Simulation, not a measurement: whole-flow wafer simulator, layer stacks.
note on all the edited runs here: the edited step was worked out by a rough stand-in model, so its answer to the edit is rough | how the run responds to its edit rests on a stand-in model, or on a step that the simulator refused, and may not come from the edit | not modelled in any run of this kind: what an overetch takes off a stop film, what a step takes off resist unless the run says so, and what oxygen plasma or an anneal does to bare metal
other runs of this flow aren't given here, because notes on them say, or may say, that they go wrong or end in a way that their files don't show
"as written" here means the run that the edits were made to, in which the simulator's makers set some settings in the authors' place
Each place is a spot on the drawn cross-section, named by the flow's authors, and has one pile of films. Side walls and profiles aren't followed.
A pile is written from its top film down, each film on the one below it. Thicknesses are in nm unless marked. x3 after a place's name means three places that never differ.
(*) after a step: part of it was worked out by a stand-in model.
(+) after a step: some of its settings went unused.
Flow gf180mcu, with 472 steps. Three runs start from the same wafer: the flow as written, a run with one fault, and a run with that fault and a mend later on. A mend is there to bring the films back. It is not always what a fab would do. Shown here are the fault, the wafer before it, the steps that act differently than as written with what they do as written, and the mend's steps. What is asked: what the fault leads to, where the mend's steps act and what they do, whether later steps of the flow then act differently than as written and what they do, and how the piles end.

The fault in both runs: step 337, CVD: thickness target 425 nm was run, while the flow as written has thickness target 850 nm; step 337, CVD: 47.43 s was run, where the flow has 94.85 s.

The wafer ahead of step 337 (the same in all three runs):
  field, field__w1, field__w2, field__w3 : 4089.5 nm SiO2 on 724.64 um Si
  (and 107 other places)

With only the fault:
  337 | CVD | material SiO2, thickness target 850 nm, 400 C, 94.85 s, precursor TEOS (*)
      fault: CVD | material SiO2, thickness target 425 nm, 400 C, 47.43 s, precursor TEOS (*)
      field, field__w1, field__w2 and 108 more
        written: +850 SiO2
        fault: +434.1 SiO2
  Steps later in the flow that act otherwise than as written (not shown: 2 more steps that differ only slightly, by at most 2% or 0.5 nm, whichever is larger):
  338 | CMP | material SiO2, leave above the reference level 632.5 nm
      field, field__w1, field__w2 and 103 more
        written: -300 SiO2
        fault: nothing
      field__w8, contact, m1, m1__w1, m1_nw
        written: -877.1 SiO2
        fault: -461.1 SiO2
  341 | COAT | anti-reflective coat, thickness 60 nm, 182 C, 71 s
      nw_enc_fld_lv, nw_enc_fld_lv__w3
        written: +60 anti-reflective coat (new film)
        fault: +50.9 anti-reflective coat (new film)
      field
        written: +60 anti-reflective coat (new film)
        fault: +106.5 anti-reflective coat (new film)
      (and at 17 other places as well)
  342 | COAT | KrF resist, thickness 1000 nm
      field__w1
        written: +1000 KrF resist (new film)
        fault: +978 KrF resist (new film)
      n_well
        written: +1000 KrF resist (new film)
        fault: +969.1 KrF resist (new film)
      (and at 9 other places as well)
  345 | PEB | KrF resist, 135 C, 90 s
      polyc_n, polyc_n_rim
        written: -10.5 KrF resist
        fault: -11.5 KrF resist
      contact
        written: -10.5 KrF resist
        fault: -9.69 KrF resist
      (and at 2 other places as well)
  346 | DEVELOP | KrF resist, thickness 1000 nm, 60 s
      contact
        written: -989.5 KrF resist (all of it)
        fault: -935.9 KrF resist (all of it)
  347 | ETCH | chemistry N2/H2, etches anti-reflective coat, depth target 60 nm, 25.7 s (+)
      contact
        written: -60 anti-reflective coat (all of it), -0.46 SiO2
        fault: -22.8 anti-reflective coat (all of it), -1.42 SiO2
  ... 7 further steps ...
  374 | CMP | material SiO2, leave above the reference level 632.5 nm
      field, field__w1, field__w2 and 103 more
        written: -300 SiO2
        fault: -287.7 SiO2
  At field, field__w1, field__w2 and 109 more, the piles at the end differ from the flow's by more than 2% or 0.5 nm, whichever is larger.
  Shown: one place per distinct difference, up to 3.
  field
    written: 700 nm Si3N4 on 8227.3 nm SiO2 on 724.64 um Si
    fault: 700 nm Si3N4 on 3603.9 nm SiO2 on 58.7 nm W on 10 nm TiN on 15 nm Ti on 4523.5 nm SiO2 on 724.64 um Si
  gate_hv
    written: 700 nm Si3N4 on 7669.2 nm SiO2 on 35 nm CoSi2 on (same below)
    fault: 700 nm Si3N4 on 3603.9 nm SiO2 on 58.7 nm W on 10 nm TiN on 15 nm Ti on 3965.4 nm SiO2 on 35 nm CoSi2 on (same below)
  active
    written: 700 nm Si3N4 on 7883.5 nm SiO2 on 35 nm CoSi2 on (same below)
    fault: 700 nm Si3N4 on 3603.9 nm SiO2 on 58.7 nm W on 10 nm TiN on 15 nm Ti on 4179.8 nm SiO2 on 35 nm CoSi2 on (same below)

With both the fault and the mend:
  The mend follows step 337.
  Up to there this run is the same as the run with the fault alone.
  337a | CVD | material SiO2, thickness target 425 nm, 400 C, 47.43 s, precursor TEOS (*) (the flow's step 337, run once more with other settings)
      field, field__w1, field__w2 and 108 more
        +434.1 SiO2
  Steps later in the flow that act otherwise than as written:
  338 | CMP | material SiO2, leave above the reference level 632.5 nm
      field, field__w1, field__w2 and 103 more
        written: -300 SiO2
        mend: -318.1 SiO2
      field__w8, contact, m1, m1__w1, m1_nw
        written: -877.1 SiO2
        mend: -895.2 SiO2
  At every place that both follow, the piles at the end match the flow's.
